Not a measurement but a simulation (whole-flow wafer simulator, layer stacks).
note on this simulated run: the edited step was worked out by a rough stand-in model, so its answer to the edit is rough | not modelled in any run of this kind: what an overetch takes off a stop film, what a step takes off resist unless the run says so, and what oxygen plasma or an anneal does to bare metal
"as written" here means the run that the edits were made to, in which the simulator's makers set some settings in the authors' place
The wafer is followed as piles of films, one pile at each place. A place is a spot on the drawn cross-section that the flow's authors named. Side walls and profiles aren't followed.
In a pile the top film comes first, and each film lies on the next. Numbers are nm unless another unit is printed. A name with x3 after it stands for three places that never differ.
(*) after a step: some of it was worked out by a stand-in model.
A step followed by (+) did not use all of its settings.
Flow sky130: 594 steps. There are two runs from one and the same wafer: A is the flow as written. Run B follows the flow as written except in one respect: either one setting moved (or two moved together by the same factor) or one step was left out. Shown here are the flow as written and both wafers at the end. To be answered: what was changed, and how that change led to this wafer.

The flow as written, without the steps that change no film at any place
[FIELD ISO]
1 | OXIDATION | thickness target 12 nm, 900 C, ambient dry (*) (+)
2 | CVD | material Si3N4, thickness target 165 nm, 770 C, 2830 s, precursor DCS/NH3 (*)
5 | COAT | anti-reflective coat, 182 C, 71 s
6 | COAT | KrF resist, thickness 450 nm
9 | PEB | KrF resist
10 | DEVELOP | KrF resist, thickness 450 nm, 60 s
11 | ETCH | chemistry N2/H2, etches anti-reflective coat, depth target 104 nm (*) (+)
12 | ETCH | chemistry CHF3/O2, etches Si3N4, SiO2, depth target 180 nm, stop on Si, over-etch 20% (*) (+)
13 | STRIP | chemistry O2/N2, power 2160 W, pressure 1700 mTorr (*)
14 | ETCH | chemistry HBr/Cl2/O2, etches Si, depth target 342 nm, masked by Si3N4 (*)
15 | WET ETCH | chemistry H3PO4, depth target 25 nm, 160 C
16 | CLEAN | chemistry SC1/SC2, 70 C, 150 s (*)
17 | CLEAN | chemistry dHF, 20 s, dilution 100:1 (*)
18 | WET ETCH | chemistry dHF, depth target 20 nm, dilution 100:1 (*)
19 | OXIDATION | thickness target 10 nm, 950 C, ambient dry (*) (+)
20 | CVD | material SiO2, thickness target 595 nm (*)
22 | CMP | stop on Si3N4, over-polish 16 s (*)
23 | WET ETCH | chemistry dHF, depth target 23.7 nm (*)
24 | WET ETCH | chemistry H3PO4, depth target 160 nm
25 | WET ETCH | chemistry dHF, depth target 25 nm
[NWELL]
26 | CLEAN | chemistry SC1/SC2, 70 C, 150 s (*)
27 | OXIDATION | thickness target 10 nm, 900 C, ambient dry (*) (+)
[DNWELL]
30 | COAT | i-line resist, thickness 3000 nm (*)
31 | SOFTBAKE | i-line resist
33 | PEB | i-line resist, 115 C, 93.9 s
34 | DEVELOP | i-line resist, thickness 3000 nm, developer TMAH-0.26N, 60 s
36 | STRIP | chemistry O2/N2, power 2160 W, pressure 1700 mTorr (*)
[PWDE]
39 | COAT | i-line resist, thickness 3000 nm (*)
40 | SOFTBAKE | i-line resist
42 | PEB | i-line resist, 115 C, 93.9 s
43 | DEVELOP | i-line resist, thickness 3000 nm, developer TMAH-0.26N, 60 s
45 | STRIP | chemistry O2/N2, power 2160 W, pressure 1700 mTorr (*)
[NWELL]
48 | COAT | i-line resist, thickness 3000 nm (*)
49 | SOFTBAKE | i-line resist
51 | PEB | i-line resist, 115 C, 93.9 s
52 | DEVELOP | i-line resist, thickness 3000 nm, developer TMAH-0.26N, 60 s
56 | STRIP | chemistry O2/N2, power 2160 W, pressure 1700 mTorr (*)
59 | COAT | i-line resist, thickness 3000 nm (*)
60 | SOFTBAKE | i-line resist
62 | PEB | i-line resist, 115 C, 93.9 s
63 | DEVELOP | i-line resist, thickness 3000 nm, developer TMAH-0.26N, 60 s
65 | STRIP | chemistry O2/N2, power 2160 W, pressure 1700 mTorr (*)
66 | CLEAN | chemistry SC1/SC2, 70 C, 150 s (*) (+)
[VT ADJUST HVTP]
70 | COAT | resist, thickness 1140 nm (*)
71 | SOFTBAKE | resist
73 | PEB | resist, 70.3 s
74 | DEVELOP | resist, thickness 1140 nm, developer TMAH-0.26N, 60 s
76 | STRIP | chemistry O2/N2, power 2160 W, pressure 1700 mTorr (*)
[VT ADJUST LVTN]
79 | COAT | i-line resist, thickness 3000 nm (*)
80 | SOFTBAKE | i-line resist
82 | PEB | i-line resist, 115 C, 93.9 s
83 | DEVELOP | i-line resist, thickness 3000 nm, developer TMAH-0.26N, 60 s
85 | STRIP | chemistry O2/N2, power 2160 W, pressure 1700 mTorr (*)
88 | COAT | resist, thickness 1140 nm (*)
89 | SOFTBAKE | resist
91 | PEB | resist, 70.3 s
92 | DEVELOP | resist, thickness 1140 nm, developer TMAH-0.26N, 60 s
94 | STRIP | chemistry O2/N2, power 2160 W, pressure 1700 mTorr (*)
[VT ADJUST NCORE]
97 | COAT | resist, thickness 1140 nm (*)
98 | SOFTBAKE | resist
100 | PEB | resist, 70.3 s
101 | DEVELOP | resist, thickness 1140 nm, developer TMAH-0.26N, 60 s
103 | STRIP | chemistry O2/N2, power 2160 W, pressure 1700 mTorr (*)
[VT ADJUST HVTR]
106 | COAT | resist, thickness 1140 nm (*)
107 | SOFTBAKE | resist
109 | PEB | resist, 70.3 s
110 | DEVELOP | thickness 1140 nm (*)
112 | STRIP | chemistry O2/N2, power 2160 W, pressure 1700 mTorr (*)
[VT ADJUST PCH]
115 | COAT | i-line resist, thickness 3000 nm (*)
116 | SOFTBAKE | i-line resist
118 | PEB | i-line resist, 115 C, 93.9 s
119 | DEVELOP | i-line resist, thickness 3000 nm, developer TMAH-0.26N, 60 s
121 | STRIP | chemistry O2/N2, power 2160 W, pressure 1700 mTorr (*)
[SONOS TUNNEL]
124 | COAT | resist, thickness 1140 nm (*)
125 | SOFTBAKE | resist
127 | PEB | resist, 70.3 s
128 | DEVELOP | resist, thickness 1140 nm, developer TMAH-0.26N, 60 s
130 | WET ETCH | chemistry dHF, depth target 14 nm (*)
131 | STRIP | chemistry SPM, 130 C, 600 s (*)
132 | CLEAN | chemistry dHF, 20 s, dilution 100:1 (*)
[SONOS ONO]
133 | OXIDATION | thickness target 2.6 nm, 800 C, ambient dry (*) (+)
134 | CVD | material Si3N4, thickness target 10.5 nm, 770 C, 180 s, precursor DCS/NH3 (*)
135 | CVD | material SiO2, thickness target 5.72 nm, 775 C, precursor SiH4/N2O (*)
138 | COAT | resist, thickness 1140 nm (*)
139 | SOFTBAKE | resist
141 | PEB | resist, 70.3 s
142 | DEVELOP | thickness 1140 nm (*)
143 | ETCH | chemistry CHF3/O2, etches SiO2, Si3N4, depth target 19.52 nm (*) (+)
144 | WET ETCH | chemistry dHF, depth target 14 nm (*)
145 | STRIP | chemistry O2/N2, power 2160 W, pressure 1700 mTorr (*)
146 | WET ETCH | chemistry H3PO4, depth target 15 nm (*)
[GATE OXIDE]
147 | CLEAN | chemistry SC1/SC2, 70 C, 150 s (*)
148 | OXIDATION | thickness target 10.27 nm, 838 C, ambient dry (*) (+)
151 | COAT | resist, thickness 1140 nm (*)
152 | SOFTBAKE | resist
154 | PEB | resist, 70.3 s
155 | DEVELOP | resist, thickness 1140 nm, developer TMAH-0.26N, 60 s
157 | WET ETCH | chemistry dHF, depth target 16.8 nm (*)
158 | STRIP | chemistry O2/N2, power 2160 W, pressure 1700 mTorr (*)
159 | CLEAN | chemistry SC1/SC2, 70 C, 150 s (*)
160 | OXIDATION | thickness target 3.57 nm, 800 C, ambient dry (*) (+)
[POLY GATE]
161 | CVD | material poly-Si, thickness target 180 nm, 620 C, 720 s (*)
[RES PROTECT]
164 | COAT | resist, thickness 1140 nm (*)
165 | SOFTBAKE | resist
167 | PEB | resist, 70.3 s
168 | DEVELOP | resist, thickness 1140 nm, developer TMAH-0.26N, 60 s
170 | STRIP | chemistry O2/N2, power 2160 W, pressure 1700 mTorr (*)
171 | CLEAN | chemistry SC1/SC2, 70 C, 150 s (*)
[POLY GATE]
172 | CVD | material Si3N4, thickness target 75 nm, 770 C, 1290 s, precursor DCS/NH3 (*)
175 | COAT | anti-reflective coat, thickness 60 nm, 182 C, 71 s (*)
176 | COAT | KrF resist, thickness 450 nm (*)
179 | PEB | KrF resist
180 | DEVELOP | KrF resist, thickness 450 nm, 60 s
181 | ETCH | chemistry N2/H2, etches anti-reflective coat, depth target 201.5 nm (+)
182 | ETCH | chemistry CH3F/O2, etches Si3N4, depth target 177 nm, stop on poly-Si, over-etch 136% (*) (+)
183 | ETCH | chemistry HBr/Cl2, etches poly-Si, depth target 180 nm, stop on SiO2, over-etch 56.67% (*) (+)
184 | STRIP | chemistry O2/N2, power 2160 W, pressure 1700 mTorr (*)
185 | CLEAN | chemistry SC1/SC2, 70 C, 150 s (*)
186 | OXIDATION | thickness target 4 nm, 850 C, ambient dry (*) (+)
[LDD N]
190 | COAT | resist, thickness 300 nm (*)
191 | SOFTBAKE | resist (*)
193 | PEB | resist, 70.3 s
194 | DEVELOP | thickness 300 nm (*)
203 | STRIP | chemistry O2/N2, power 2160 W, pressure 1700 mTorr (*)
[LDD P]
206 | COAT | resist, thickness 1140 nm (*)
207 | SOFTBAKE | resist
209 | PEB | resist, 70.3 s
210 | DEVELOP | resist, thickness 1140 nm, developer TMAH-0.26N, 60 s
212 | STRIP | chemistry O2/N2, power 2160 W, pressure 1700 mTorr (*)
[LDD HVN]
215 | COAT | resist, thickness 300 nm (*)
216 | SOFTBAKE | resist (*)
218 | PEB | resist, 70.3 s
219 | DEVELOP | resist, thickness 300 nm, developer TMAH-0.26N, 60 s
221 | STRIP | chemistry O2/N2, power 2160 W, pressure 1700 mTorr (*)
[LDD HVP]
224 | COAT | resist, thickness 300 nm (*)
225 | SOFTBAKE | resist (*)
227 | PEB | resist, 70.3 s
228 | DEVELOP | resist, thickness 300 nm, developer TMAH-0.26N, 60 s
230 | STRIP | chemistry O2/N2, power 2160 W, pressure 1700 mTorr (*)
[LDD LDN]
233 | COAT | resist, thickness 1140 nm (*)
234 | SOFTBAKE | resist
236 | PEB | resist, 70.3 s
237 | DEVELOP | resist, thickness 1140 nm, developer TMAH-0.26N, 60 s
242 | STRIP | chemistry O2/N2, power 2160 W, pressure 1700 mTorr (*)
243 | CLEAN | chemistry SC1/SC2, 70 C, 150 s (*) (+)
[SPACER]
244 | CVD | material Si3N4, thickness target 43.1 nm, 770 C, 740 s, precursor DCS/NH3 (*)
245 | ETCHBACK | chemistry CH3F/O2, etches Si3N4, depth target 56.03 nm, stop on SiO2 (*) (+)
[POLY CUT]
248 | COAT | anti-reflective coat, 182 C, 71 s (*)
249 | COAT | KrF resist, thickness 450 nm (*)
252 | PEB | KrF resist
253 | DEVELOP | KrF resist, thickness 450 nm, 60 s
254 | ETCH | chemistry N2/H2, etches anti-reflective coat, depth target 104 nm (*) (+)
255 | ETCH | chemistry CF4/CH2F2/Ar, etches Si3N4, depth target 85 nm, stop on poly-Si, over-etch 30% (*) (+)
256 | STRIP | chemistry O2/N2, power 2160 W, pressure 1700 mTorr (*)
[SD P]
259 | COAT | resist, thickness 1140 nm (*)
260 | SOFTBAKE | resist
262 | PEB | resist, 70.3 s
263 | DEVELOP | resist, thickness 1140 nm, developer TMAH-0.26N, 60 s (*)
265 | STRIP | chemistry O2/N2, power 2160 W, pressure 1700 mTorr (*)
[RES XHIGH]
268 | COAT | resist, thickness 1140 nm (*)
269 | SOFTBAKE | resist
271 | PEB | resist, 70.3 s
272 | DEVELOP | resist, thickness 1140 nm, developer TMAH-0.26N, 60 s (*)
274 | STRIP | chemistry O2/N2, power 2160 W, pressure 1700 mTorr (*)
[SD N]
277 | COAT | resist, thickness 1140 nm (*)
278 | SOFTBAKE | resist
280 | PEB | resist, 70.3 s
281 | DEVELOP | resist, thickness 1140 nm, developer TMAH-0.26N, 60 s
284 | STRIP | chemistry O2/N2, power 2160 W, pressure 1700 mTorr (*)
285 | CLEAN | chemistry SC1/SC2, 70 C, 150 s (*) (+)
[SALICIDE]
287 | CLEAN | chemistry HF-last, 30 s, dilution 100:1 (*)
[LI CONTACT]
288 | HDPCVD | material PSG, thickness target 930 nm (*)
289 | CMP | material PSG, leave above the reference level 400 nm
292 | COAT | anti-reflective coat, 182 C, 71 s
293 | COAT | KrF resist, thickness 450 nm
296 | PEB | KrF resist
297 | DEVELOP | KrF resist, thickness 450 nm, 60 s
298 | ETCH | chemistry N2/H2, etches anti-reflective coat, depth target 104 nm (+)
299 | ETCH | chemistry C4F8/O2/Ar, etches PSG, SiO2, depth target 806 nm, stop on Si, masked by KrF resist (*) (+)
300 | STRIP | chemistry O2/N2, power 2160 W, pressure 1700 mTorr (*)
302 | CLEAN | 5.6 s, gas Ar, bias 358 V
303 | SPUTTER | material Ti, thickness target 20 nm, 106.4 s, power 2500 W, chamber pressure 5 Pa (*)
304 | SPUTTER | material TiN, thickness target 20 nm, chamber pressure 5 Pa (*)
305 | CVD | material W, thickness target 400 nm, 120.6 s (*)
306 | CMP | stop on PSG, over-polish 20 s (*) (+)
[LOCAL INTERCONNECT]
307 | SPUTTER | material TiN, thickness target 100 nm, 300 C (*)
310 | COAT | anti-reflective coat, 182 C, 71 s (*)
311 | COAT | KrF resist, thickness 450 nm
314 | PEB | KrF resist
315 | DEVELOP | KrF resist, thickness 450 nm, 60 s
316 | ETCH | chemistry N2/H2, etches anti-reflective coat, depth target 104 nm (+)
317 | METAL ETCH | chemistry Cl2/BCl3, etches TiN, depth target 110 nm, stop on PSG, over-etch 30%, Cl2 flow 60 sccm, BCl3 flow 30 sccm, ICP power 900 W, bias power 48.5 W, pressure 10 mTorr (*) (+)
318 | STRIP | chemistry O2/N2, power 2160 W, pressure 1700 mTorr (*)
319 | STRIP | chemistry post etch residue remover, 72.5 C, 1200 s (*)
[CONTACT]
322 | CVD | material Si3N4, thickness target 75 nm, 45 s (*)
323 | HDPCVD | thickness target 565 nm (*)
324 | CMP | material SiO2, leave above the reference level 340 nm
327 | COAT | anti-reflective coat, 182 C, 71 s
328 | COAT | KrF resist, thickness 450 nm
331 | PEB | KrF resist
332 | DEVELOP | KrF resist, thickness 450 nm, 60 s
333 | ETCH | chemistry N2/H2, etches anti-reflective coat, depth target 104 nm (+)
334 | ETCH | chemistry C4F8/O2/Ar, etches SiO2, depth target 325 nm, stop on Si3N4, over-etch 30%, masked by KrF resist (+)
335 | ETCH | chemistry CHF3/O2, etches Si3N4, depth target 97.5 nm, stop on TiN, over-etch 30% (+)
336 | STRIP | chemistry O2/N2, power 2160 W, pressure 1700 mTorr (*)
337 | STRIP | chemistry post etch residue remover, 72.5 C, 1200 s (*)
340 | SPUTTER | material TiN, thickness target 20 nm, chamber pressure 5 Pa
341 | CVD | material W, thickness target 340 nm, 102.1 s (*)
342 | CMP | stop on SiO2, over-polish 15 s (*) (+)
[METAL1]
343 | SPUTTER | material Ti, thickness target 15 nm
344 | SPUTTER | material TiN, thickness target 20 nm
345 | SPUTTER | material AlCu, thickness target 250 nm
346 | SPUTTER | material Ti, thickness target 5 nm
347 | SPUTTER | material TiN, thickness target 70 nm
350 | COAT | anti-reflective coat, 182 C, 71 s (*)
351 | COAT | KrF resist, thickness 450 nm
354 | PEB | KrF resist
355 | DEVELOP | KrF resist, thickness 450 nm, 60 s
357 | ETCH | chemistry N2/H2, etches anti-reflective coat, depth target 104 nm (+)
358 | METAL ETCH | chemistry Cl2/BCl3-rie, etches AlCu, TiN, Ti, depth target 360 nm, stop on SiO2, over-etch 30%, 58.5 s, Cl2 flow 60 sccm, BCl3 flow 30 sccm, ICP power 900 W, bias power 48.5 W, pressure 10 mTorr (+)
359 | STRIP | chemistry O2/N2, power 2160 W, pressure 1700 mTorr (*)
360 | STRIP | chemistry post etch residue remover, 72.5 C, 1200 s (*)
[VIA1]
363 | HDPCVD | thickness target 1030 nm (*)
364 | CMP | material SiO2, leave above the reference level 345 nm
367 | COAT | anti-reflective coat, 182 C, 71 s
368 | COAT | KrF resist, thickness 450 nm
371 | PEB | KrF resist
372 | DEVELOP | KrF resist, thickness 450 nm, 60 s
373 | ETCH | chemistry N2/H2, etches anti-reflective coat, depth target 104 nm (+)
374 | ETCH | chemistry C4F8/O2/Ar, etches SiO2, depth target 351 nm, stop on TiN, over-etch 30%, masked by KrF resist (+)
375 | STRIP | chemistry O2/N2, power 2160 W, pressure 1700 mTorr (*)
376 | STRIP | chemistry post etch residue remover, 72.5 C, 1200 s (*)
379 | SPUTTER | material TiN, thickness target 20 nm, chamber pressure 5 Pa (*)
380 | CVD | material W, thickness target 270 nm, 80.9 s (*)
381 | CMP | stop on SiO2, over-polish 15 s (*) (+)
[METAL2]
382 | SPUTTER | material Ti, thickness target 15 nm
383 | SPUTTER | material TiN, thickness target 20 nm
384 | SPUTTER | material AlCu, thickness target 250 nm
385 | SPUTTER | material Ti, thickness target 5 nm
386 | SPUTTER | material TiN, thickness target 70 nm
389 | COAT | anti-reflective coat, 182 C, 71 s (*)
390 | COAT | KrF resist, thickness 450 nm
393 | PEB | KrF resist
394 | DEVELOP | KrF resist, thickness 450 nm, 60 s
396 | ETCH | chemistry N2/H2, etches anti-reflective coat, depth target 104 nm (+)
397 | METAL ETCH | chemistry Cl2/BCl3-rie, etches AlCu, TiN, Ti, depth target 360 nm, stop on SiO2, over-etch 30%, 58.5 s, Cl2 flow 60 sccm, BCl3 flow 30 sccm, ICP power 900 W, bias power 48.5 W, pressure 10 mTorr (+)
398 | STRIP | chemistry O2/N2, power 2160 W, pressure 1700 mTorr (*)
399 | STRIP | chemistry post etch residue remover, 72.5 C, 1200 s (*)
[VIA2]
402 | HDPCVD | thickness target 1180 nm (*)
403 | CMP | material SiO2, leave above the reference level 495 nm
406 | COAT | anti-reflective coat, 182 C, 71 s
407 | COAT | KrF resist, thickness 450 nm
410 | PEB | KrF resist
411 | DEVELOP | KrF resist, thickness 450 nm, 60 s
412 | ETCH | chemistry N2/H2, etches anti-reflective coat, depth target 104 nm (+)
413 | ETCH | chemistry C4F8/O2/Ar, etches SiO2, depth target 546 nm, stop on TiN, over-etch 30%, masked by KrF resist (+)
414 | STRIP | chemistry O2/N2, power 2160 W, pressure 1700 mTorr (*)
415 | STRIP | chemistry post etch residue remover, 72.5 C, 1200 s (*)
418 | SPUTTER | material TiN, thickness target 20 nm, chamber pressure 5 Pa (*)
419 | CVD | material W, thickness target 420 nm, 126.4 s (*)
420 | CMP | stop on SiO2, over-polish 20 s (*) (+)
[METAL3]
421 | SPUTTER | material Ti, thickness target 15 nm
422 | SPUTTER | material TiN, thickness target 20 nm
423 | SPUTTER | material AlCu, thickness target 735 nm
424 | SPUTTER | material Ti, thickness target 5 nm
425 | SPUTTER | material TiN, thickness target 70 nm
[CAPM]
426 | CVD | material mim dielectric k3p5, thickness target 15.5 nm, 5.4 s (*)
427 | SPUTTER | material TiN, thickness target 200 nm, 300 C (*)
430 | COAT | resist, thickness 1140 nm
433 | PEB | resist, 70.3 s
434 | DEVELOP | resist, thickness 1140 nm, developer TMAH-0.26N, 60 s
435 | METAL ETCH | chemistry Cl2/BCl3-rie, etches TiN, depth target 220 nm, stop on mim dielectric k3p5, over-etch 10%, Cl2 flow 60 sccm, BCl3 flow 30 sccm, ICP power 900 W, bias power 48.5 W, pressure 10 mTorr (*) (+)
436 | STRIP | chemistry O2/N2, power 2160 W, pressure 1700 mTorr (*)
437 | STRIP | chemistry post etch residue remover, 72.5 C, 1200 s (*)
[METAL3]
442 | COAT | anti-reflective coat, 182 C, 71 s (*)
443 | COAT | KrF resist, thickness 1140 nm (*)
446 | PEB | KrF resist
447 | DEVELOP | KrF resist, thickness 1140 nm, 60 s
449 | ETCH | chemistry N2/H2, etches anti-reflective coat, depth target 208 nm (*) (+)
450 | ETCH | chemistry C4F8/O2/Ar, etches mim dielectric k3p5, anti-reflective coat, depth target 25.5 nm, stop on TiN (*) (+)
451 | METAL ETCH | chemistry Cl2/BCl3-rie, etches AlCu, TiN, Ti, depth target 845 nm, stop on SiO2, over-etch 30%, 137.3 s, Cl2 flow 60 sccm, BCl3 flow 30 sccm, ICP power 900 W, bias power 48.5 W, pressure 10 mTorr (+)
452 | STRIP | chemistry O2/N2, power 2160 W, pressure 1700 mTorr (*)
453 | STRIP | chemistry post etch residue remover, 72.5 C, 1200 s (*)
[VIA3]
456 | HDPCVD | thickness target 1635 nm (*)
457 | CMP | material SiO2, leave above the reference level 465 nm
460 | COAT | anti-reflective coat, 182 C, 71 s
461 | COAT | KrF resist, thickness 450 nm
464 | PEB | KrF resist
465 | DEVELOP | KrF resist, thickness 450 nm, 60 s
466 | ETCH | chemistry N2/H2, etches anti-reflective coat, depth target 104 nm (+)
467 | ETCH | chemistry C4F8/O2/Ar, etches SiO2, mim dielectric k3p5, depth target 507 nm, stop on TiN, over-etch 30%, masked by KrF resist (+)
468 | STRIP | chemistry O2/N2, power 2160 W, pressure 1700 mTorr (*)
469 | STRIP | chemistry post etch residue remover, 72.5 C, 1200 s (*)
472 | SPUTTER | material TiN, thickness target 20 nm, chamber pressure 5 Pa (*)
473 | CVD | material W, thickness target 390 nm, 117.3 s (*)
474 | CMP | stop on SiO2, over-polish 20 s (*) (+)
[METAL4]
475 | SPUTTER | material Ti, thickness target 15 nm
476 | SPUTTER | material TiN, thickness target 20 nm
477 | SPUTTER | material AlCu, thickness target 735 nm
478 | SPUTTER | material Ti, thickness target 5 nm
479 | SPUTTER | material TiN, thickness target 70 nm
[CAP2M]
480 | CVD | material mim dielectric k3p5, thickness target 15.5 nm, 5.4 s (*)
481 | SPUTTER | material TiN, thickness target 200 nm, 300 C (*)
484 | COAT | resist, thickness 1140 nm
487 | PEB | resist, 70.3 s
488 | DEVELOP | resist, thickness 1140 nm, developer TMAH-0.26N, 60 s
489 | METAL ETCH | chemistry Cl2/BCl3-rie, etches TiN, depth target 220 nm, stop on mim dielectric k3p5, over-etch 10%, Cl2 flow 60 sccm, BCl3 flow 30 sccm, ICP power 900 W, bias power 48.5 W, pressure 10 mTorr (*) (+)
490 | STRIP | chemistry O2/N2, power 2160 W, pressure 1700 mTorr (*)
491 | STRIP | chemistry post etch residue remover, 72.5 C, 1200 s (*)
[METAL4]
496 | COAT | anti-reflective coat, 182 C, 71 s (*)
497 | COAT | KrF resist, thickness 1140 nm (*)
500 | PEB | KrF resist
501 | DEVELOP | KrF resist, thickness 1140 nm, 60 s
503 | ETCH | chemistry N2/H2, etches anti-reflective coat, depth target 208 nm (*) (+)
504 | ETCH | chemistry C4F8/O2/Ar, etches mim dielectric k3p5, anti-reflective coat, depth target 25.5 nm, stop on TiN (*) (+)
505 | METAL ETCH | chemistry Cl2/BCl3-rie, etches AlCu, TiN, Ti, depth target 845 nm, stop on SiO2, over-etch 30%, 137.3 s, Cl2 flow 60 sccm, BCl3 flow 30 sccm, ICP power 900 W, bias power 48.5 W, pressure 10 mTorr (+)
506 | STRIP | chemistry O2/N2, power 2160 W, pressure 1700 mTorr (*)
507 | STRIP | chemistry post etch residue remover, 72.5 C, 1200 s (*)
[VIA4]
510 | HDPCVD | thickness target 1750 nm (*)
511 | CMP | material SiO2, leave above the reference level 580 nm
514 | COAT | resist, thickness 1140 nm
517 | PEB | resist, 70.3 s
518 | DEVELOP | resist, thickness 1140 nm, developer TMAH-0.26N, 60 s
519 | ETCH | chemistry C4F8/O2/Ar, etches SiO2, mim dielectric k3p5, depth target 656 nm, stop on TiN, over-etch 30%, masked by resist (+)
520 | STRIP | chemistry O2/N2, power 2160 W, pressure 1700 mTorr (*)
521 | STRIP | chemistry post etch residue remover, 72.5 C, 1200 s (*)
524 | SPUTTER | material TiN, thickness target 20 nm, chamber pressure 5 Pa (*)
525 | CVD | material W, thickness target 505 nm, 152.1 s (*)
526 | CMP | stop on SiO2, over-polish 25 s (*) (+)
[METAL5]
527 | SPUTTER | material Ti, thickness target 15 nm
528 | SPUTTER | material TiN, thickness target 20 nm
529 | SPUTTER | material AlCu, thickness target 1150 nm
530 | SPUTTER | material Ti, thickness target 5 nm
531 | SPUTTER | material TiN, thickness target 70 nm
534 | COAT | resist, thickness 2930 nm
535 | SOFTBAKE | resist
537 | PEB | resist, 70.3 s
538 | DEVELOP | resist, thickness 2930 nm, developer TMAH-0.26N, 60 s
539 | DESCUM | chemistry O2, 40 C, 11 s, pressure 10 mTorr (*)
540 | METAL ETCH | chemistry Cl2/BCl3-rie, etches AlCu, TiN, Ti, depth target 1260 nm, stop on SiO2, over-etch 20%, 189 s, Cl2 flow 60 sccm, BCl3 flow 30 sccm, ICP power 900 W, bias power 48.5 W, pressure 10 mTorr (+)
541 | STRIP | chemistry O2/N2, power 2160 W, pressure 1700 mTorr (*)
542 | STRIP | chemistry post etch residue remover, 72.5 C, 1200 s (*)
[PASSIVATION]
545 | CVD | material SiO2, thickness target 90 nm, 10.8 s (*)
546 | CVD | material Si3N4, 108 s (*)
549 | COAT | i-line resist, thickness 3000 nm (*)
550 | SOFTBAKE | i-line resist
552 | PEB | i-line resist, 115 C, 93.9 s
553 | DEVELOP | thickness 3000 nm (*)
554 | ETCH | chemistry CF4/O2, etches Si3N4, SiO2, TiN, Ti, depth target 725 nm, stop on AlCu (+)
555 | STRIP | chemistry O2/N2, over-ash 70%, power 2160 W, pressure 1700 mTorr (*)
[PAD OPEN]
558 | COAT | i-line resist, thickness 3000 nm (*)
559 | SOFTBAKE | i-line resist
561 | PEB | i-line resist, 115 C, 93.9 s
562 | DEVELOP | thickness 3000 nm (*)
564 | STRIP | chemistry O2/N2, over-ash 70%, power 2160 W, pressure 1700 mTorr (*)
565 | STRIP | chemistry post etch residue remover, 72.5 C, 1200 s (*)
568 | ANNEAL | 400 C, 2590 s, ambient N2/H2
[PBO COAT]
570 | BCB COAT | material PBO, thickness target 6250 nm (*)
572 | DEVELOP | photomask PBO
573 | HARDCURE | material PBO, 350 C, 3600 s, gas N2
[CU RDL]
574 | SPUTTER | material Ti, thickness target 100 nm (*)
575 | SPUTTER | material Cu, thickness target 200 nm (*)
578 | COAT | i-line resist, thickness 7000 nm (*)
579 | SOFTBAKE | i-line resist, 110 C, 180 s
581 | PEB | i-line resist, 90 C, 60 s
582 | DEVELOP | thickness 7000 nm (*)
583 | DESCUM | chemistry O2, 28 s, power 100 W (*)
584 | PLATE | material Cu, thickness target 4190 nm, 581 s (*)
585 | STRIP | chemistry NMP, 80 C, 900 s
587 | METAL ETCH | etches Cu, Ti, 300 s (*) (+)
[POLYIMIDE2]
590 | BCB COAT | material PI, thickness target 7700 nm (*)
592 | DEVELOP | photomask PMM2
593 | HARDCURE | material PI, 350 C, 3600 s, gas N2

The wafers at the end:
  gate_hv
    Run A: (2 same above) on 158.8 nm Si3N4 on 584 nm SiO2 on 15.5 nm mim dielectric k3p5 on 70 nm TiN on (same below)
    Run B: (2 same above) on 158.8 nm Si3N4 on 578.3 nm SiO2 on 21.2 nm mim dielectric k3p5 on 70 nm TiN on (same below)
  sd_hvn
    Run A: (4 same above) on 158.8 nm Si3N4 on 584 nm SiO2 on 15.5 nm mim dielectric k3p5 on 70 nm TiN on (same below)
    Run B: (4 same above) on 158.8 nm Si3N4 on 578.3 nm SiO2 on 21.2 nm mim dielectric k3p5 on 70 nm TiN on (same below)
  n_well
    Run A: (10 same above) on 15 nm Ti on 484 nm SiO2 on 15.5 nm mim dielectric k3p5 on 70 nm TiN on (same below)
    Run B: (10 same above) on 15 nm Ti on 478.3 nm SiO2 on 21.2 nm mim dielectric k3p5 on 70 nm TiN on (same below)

What caused this: step 480, CVD: thickness target 21.2 nm was run, while the flow as written has thickness target 15.5 nm; step 480, CVD: 7.4 s was run, where the flow has 5.4 s.
One can read it off the wafer: gate_hv has mim dielectric k3p5 21.2, and step 480 as written asks for 15.5 nm.

How this came from the change, step by step:
  480 | CVD | material mim dielectric k3p5, thickness target 15.5 nm, 5.4 s (*)
      field, active, n_well and 189 more: A +15.5 mim dielectric k3p5 (new film) | B +21.2 mim dielectric k3p5 (new film)
  504 | ETCH | chemistry C4F8/O2/Ar, etches mim dielectric k3p5, anti-reflective coat, depth target 25.5 nm, stop on TiN (*) (+)
      n_well, p_well, gate_hv and 102 more: A -15.5 KrF resist | B -17 KrF resist
      field, active, gate and 85 more: A -15.5 mim dielectric k3p5 (all of it) | B -21.2 mim dielectric k3p5 (all of it)
  519 | ETCH | chemistry C4F8/O2/Ar, etches SiO2, mim dielectric k3p5, depth target 656 nm, stop on TiN, over-etch 30%, masked by resist (+)
      m1: A -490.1 SiO2 (all of it), -15.5 mim dielectric k3p5 (all of it) | B -484.4 SiO2 (all of it), -21.2 mim dielectric k3p5 (all of it)
      via4_hole: A -489.5 SiO2 (all of it), -15.5 mim dielectric k3p5 (all of it) | B -483.8 SiO2 (all of it), -21.2 mim dielectric k3p5 (all of it)
